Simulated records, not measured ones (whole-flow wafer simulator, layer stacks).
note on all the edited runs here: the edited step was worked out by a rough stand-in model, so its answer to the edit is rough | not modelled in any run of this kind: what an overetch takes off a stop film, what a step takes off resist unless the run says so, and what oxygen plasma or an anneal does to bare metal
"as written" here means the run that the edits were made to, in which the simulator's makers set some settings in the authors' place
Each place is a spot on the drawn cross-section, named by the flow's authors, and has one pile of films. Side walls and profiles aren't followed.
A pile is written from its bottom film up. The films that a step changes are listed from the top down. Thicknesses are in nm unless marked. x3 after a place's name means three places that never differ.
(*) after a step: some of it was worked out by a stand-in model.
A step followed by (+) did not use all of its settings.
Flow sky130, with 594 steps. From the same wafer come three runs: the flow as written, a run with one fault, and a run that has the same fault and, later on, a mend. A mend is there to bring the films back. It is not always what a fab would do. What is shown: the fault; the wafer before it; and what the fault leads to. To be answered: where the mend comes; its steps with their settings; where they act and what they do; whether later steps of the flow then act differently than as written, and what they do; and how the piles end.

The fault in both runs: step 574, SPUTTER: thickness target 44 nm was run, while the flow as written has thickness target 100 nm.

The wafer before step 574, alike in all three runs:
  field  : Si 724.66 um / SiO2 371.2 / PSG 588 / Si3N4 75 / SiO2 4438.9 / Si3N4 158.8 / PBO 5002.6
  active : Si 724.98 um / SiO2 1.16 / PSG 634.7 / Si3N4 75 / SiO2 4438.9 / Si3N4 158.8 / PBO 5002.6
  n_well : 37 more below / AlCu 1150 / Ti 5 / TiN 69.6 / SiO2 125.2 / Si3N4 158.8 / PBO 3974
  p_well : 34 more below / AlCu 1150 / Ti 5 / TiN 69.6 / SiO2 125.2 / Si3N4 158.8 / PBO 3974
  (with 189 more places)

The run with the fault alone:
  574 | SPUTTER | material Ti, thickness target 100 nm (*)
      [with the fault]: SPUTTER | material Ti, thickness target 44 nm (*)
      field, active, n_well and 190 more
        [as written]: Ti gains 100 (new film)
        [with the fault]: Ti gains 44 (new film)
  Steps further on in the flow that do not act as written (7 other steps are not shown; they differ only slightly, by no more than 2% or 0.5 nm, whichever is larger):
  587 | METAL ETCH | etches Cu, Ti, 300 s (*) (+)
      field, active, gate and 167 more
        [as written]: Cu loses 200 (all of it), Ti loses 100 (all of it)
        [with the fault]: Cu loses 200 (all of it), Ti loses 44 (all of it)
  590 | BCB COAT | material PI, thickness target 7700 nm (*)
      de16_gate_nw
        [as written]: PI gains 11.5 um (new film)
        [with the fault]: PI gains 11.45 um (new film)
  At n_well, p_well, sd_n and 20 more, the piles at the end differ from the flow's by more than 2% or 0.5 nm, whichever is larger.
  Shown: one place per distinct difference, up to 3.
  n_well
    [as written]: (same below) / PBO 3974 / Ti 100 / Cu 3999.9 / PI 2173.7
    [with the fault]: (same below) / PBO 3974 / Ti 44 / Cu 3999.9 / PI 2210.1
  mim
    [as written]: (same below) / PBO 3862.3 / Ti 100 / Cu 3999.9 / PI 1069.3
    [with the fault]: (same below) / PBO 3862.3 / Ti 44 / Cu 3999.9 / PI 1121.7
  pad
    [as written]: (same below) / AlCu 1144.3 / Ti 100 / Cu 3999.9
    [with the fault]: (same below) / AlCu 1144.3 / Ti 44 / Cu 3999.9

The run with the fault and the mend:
  After step 574 comes the mend.
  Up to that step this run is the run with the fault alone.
  574a | SPUTTER | material Ti, thickness target 56 nm (*) (the flow's step 574 again, with other settings)
      field, active, n_well and 190 more
        Ti gains 56
  Every later step of the flow that is run acts as written at every place that is followed.
  By the end, the piles equal the flow's at every place that both follow.
